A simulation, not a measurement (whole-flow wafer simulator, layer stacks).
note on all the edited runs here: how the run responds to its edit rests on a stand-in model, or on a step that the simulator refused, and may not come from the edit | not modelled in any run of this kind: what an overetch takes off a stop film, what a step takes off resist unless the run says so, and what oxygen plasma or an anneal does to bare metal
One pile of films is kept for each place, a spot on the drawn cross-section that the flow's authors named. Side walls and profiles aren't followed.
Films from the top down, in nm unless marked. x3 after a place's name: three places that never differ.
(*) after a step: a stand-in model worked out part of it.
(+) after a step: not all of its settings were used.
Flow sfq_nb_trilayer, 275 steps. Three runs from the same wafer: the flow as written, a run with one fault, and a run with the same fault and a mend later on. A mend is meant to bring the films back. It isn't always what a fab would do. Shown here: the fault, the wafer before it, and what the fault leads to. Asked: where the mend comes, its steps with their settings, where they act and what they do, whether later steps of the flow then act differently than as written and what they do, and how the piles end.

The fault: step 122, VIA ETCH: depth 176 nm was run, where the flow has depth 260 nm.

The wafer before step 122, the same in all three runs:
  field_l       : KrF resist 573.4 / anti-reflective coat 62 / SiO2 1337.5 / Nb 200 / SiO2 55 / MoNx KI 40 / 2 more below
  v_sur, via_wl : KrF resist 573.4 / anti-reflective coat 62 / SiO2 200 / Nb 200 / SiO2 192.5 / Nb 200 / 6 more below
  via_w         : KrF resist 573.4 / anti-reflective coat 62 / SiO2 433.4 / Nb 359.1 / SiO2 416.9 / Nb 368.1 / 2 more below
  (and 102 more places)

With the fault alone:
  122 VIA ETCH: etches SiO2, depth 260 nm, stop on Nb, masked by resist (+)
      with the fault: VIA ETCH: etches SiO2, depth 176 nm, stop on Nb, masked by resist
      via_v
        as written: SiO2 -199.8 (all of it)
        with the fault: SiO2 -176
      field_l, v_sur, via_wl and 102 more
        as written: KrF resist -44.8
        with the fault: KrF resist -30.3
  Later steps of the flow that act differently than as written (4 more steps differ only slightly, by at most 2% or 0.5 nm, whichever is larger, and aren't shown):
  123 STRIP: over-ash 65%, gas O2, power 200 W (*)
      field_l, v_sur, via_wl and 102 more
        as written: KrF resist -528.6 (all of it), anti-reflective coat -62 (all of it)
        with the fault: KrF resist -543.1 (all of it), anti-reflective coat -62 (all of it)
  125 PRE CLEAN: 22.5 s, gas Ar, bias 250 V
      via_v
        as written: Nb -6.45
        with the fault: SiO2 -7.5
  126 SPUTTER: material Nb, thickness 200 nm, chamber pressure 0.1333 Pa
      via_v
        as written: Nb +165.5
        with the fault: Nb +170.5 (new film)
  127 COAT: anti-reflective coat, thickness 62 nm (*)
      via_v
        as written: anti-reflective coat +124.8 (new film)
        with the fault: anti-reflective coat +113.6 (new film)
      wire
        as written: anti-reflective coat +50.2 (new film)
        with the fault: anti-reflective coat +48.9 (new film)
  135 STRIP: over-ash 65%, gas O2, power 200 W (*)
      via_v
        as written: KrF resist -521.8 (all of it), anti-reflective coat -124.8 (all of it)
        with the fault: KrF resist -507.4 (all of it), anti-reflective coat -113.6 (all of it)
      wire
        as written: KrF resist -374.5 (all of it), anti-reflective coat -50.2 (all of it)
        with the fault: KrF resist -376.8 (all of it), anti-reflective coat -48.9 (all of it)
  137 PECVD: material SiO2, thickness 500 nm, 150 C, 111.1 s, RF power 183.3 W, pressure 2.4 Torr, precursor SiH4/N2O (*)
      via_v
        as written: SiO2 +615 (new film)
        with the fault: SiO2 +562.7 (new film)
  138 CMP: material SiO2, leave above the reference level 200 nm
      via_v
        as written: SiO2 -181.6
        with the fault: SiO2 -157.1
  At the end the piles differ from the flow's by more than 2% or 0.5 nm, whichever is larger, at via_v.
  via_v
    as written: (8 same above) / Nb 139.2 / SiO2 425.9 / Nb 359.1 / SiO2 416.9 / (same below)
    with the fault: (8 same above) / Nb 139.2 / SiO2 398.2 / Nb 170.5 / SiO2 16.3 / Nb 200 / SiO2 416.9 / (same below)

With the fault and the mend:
  The mend comes after step 123.
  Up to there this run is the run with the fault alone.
  123a COAT: anti-reflective coat, thickness 62 nm (*) (the flow's step 115 once more)
      p4_fl x3, p4_w1 x9, p4_g1 x2 and 63 more
        anti-reflective coat +62 (new film)
      moat, field_r, lsp_l and 6 more
        anti-reflective coat +61.8 (new film)
      be_r, r_sur, res, r_end
        anti-reflective coat +61.7 (new film)
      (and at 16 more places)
  123b COAT: KrF resist, thickness 650 nm (*) (the flow's step 116 once more)
      p4_fl x3, p4_w1 x9, p4_g1 x2 and 63 more
        KrF resist +650 (new film)
      lsp_l, ln_m5, lsp_m, ln_m6, lsp_r, l0_sur, l0v
        KrF resist +649.6 (new film)
      r_end, moat, field_r
        KrF resist +649.5 (new film)
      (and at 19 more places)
  123c SOFTBAKE: KrF resist (the flow's step 117 once more)
      changes no film at any place that is followed
  123d EXPOSE: photomask I3, dose 11.91 mJ/cm2, NA 0.6, wavelength 248 nm (*) (the flow's step 118 once more)
      changes no film at any place that is followed
  123e PEB: KrF resist, 90 s (the flow's step 119 once more)
      ce_r, sp_r, be_r and 89 more
        KrF resist -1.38
      field_l, v_sur, via_wl and 8 more
        KrF resist -1.37
      via_wr, be
        KrF resist -1.36
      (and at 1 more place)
  123f DEVELOP: KrF resist, thickness 650 nm, 60 s (the flow's step 120 once more)
      field_l, v_sur, via_wl and 102 more
        KrF resist -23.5
      via_v
        KrF resist -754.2 (all of it)
  123g VIA ETCH: etches anti-reflective coat, depth 125 nm, masked by resist (+) (the flow's step 121 once more)
      field_l, v_sur, via_wl and 102 more
        KrF resist -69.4
      via_v
        anti-reflective coat -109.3 (all of it)
  123h VIA ETCH: etches SiO2, depth 84 nm, stop on Nb, masked by resist (+) (the flow's step 122 once more, with other settings)
      field_l, v_sur, via_wl and 102 more
        KrF resist -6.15
      via_v
        SiO2 -23.8 (all of it)
  123i STRIP: over-ash 65%, gas O2, power 200 W (*) (the flow's step 123 once more)
      p4_fl x3, p4_w1 x9, p4_g1 x2 and 63 more
        KrF resist -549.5 (all of it), anti-reflective coat -62 (all of it)
      field_r, lsp_l, ln_m5, lsp_m, ln_m6, lsp_r, l0_sur, l0v
        KrF resist -549.1 (all of it), anti-reflective coat -61.8 (all of it)
      r_sur, res
        KrF resist -548.9 (all of it), anti-reflective coat -61.7 (all of it)
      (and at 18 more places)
  No later step of the flow acts differently than as written at any place that is followed.
  At the end the piles are the same as the flow's at every place that both follow.
